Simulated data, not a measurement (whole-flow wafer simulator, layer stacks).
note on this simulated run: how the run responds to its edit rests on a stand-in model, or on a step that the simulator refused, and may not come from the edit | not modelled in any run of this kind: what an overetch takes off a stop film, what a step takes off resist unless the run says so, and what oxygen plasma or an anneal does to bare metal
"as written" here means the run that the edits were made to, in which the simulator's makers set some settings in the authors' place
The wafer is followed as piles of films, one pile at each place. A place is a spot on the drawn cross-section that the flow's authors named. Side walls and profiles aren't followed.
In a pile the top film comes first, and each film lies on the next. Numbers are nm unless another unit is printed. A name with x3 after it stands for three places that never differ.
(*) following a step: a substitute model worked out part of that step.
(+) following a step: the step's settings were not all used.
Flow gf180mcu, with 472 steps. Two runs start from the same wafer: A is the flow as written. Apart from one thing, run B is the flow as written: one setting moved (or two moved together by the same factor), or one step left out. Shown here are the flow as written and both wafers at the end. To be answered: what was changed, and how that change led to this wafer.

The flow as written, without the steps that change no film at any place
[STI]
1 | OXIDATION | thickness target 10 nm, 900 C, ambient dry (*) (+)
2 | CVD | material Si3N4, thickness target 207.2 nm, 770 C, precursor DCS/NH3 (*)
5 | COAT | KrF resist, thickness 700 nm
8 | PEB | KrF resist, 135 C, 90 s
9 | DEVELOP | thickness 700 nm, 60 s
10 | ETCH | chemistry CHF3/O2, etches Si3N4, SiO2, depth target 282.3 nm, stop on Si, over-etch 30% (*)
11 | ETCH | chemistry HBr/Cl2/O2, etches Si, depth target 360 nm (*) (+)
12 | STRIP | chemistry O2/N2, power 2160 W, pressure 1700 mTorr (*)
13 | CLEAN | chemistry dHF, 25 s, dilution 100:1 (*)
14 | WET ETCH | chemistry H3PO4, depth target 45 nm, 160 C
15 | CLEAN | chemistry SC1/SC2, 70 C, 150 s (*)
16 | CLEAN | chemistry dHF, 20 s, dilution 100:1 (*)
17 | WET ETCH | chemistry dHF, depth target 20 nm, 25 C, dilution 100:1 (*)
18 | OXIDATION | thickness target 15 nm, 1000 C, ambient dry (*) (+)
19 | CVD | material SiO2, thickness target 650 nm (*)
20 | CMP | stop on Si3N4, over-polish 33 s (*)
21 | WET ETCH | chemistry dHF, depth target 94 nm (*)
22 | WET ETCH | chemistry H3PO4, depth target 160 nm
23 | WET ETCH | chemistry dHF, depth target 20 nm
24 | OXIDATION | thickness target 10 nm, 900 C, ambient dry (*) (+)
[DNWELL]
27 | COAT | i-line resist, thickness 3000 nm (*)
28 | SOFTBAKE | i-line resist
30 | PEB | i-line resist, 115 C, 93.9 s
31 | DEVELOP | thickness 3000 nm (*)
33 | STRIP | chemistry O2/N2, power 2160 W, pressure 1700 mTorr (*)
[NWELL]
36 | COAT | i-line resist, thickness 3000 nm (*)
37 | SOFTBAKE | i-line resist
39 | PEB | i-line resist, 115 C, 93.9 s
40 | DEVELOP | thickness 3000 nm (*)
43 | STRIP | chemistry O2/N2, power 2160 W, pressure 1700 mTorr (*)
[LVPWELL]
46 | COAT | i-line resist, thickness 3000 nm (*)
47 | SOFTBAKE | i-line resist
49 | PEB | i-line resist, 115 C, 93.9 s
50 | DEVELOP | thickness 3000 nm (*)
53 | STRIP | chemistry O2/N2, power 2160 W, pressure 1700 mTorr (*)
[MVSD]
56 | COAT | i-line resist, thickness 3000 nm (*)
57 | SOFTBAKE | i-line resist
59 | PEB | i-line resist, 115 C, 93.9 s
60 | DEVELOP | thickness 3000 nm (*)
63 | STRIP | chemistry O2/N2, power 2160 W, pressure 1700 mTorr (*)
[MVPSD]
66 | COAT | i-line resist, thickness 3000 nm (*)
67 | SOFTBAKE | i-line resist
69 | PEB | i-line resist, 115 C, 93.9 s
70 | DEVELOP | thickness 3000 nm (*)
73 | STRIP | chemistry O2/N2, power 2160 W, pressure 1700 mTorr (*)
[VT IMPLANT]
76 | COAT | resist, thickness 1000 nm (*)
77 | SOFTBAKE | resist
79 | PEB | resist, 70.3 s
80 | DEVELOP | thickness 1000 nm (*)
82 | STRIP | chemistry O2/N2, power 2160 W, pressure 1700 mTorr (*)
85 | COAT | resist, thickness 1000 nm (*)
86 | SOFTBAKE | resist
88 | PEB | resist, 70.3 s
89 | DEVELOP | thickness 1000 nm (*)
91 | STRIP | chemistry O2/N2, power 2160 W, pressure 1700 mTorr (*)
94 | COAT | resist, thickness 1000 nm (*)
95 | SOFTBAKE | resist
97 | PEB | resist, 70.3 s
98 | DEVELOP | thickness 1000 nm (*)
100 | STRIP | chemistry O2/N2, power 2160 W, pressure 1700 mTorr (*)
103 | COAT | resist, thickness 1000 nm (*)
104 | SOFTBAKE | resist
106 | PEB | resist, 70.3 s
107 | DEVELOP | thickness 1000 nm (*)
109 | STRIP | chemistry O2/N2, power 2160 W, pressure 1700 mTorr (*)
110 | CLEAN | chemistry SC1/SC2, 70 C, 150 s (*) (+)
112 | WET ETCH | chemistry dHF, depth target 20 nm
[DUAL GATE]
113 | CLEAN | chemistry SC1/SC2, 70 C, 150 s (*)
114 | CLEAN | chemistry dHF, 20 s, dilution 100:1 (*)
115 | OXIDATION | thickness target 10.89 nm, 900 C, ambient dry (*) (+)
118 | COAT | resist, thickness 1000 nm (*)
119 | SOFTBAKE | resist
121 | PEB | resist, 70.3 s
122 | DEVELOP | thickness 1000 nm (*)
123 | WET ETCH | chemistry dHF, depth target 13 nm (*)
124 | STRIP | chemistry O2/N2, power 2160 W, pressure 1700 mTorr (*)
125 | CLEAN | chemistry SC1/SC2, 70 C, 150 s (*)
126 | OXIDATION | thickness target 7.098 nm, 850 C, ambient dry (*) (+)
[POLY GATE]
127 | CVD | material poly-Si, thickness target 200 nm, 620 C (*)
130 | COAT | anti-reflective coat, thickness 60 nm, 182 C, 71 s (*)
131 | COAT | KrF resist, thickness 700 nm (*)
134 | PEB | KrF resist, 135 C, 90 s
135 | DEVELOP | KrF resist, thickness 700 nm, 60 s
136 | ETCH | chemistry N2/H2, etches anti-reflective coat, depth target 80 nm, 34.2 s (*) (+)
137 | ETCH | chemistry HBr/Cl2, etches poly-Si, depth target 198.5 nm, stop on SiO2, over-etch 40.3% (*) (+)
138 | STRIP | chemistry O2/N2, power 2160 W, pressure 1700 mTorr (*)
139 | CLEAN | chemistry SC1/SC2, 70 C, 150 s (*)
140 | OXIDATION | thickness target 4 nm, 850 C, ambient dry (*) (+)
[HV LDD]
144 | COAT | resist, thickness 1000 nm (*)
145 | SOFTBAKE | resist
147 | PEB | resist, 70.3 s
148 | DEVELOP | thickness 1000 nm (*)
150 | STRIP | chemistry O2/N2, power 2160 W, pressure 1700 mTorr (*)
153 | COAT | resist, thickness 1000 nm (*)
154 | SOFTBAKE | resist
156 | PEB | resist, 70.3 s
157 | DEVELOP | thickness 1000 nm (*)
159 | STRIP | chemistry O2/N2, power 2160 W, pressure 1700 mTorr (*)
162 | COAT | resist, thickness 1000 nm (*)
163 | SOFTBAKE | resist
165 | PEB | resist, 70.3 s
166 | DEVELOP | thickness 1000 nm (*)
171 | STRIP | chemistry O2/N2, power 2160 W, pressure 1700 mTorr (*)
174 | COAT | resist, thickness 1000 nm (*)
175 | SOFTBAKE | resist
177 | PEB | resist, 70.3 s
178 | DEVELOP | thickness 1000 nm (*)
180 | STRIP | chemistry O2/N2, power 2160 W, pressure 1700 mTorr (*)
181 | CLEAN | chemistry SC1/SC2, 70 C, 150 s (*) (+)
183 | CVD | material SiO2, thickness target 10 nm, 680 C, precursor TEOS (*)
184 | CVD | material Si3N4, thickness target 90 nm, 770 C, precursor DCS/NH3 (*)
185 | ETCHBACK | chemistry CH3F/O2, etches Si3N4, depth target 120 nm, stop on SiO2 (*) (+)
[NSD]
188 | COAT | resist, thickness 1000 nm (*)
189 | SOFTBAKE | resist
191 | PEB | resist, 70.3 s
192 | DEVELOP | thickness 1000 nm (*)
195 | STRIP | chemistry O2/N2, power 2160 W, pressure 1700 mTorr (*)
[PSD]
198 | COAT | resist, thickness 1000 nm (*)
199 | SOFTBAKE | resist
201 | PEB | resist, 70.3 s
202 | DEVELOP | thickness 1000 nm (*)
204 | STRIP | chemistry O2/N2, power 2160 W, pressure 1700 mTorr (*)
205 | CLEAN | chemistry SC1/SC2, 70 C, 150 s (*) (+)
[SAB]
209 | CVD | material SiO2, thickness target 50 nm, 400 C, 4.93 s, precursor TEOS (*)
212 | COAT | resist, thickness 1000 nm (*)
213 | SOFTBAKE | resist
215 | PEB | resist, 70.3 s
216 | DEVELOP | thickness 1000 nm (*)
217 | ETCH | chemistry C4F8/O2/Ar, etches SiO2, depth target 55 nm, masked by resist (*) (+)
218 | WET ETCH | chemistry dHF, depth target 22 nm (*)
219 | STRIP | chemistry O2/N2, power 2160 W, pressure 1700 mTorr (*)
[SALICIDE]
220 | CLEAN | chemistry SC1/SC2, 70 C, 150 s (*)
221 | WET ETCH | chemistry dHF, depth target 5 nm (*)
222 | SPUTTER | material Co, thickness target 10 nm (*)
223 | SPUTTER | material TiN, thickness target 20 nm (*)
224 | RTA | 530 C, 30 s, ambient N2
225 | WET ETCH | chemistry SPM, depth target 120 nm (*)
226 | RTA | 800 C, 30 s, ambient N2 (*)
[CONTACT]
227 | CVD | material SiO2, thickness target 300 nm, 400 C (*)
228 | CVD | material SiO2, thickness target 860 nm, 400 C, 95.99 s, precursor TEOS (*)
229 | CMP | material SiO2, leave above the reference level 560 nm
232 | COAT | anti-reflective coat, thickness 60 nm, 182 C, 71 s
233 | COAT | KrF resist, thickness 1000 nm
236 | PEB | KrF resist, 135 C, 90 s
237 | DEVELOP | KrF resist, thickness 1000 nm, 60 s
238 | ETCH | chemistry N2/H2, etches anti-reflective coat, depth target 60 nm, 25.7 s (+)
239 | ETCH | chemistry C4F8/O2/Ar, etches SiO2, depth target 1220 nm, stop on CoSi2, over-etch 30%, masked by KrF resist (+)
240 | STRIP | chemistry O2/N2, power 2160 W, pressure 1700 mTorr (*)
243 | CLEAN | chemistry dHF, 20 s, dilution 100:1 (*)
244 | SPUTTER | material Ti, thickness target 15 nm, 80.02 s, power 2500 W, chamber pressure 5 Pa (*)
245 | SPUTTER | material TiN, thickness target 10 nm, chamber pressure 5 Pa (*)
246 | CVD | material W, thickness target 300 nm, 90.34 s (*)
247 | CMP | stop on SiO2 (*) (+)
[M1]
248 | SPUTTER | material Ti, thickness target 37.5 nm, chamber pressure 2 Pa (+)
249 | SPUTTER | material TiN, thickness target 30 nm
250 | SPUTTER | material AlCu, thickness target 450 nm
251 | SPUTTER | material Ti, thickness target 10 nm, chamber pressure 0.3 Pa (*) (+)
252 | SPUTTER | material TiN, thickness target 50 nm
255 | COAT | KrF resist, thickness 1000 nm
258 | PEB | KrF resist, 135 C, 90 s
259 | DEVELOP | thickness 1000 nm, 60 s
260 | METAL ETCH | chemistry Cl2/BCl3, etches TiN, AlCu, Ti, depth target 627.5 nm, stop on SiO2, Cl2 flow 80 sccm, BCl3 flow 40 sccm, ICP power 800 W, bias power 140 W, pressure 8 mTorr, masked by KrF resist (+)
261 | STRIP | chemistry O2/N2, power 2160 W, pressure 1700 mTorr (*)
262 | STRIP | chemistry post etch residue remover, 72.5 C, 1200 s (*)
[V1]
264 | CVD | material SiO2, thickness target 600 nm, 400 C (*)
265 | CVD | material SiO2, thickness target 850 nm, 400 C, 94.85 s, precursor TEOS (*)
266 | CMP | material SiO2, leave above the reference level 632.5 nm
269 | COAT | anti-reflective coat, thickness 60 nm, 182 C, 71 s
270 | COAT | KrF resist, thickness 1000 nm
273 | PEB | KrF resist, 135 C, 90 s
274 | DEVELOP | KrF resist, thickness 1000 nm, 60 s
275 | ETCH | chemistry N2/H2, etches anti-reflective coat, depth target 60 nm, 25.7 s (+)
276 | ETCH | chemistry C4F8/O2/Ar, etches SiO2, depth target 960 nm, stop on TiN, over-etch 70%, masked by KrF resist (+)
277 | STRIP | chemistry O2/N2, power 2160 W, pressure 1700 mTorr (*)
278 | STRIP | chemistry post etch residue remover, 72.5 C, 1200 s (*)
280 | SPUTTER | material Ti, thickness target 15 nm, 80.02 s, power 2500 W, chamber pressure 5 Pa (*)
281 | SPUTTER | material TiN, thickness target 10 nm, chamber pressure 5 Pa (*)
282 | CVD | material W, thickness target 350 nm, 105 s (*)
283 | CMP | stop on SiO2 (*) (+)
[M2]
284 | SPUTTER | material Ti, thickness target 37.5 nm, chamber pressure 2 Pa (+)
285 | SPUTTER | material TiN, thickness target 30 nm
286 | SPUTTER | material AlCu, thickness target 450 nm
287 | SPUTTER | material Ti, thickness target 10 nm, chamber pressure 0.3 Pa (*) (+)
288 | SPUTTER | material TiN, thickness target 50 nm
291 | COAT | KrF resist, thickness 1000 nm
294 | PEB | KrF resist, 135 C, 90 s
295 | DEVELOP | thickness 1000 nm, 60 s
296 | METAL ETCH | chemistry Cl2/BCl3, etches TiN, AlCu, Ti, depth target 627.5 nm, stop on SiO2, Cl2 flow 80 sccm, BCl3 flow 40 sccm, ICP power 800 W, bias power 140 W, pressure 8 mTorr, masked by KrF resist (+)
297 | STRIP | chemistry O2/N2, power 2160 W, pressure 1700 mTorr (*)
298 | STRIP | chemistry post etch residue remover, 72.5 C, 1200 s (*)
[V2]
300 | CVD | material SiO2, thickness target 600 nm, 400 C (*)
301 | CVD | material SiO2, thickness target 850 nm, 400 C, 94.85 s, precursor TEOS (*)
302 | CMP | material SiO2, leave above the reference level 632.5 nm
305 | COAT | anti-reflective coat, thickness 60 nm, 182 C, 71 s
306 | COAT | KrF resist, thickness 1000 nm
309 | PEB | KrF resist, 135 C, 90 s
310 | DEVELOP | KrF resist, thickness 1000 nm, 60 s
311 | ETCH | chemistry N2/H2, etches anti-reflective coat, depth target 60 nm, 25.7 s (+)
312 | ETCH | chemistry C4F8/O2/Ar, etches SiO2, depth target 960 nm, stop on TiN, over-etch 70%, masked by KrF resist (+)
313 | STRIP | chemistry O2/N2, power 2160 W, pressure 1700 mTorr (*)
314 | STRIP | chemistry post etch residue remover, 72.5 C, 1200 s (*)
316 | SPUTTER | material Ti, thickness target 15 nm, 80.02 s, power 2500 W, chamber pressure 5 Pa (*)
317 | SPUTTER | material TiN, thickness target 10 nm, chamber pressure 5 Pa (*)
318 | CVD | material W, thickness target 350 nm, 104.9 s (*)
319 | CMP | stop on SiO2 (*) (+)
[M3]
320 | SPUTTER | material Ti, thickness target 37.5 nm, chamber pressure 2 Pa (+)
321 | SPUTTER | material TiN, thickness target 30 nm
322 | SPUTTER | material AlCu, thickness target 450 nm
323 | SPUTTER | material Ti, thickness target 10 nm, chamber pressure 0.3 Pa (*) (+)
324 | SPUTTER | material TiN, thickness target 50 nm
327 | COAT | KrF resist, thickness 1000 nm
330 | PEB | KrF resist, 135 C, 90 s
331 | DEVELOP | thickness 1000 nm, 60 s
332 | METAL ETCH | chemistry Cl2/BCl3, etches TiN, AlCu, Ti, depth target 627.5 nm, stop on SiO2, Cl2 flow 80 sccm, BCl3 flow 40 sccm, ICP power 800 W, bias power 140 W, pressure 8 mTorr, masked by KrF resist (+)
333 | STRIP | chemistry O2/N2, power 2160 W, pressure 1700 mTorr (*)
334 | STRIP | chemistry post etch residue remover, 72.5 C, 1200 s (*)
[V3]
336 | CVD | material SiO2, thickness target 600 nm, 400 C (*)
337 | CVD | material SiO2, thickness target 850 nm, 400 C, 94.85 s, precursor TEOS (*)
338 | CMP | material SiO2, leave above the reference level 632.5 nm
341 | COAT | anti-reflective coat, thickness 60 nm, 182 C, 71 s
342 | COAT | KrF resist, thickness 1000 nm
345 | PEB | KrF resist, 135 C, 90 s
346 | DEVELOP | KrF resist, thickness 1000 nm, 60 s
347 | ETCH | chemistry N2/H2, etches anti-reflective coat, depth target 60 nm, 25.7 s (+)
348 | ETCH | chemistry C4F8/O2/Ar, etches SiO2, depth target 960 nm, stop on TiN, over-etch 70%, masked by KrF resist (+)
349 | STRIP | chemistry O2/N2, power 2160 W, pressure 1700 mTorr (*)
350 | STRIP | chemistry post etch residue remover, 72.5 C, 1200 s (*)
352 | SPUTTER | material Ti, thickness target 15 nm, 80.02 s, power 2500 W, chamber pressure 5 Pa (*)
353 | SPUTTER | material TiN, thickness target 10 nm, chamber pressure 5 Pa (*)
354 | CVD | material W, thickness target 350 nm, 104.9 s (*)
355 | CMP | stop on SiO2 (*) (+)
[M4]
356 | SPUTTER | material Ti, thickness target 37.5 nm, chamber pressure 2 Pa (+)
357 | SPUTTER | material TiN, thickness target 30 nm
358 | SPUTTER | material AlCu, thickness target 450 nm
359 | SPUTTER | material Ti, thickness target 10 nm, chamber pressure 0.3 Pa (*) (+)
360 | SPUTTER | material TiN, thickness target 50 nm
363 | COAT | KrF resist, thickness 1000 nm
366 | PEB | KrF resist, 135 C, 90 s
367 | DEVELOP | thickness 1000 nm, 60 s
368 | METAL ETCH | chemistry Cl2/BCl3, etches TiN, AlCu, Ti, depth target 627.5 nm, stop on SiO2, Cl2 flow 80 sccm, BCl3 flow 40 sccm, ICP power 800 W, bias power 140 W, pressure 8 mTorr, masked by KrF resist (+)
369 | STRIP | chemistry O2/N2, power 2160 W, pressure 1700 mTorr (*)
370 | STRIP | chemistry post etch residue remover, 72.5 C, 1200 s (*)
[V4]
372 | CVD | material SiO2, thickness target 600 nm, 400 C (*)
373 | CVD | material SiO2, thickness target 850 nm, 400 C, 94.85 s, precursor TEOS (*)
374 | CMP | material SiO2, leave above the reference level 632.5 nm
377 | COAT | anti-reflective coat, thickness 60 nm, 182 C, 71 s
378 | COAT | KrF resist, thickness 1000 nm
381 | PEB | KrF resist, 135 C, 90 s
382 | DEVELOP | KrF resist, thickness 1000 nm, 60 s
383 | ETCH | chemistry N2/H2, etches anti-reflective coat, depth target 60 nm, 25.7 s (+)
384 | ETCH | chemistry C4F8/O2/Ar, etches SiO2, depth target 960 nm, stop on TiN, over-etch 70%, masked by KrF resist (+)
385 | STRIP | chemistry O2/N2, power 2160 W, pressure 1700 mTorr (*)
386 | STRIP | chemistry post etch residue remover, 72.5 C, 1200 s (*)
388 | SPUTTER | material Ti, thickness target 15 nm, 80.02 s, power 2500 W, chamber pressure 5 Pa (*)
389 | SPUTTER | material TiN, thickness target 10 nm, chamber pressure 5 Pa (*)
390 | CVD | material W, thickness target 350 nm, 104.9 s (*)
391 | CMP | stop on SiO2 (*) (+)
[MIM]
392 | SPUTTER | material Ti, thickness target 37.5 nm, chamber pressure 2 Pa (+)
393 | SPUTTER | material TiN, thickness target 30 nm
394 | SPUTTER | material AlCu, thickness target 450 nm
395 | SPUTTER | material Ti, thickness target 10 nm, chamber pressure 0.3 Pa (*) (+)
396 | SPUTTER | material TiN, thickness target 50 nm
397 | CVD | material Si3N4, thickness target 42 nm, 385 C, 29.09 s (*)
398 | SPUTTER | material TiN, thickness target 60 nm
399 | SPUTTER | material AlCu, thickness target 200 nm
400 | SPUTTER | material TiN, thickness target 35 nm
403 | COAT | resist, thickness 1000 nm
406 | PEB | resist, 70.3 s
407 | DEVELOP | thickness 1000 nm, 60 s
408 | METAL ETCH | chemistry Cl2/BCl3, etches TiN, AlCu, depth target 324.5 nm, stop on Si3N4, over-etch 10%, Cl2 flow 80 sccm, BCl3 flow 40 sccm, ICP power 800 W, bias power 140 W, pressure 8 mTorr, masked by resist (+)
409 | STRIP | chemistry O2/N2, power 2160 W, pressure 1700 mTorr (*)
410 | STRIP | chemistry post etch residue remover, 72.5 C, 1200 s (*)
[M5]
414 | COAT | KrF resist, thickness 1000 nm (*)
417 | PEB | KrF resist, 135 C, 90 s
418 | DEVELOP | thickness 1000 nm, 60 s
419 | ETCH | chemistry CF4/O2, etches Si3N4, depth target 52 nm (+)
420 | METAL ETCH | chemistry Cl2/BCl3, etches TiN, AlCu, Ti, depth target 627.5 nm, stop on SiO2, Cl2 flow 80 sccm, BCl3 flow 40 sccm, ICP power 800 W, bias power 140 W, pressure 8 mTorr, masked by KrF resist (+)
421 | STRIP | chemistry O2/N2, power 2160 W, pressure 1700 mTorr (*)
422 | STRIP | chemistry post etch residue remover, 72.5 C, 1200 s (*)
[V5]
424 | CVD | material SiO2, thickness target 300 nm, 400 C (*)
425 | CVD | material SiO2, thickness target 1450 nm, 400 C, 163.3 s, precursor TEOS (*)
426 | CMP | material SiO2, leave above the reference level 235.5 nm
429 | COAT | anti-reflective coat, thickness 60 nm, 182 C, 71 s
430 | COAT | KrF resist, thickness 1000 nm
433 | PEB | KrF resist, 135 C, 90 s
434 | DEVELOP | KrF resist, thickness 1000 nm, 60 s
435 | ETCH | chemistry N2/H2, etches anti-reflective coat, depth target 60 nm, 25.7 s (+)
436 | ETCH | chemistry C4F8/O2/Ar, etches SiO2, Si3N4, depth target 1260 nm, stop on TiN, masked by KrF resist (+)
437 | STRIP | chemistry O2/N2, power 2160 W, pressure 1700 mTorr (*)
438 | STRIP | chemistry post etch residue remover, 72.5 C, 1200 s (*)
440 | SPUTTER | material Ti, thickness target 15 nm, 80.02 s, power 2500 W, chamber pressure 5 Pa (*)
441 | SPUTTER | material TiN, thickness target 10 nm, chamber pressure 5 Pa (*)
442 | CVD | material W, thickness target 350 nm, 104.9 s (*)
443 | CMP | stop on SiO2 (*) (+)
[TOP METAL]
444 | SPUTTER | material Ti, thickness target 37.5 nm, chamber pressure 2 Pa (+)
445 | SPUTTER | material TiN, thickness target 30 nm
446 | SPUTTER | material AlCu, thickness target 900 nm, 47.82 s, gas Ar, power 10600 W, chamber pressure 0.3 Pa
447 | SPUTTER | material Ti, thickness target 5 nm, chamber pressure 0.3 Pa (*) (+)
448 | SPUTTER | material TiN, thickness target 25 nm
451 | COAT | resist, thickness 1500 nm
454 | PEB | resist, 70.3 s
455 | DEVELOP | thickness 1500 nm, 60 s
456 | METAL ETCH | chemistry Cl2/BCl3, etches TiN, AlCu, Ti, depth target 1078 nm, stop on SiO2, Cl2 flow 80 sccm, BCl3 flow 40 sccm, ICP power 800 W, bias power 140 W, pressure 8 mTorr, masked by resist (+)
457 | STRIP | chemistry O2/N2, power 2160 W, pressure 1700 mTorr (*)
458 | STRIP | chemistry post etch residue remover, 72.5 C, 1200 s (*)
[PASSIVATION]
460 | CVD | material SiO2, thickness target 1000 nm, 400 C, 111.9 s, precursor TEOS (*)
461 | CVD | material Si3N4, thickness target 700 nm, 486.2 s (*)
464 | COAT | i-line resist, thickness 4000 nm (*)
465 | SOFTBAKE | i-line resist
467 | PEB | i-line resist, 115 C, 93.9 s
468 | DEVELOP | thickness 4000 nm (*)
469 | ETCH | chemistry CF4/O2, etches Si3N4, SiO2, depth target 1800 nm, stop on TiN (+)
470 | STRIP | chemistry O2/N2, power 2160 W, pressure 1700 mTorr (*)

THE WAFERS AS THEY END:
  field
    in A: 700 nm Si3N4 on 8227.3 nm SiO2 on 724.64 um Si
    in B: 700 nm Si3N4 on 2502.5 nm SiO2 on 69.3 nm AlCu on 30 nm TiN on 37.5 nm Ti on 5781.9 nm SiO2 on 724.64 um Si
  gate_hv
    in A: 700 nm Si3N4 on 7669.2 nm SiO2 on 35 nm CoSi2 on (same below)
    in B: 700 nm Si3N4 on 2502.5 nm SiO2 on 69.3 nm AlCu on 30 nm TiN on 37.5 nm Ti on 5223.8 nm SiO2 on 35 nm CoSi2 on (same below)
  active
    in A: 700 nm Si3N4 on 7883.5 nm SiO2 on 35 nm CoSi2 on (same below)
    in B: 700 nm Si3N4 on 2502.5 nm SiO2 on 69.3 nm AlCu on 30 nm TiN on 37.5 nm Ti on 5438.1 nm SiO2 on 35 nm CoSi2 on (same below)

The reason: step 394, SPUTTER: thickness target 644 nm was run, while the flow as written has thickness target 450 nm.

How this came from the change, step by step:
  394 | SPUTTER | material AlCu, thickness target 450 nm
      field, field__w1, field__w2 and 108 more: A AlCu gains 450 (new film) | B AlCu gains 644 (new film)
  420 | METAL ETCH | chemistry Cl2/BCl3, etches TiN, AlCu, Ti, depth target 627.5 nm, stop on SiO2, Cl2 flow 80 sccm, BCl3 flow 40 sccm, ICP power 800 W, bias power 140 W, pressure 8 mTorr, masked by KrF resist (+)
      field, field__w1, field__w2 and 101 more: A TiN loses 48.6 (all of it), Ti loses 10 (all of it), AlCu loses 450 (all of it), TiN loses 30 (all of it), Ti loses 37.5 (all of it) | B TiN loses 48.6 (all of it), Ti loses 10 (all of it), AlCu loses 568.9
  422 | STRIP | chemistry post etch residue remover, 72.5 C, 1200 s (*)
      field, field__w1, field__w2 and 101 more: A nothing | B AlCu loses 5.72
  424 | CVD | material SiO2, thickness target 300 nm, 400 C (*)
      field, field__w1, field__w2 and 101 more: A SiO2 gains 300 | B SiO2 gains 300 (new film)
  426 | CMP | material SiO2, leave above the reference level 235.5 nm
      field, field__w1, field__w5 and 92 more: A SiO2 loses 300.8 | B SiO2 loses 243.7
      field__w2, field__w3, field__w12 and 6 more: A SiO2 loses 272.7 | B SiO2 loses 212.9
Taking metal films that touch as one body, field has 1 body; the flow as written gives 0 bodies.
Taking metal films that touch as one body, gate_hv has 2 bodies (between them, from the top down: SiO2 5223.8); the flow as written gives 1 body.
Taking metal films that touch as one body, active has 2 bodies (between them, from the top down: SiO2 5438.1); the flow as written gives 1 body.
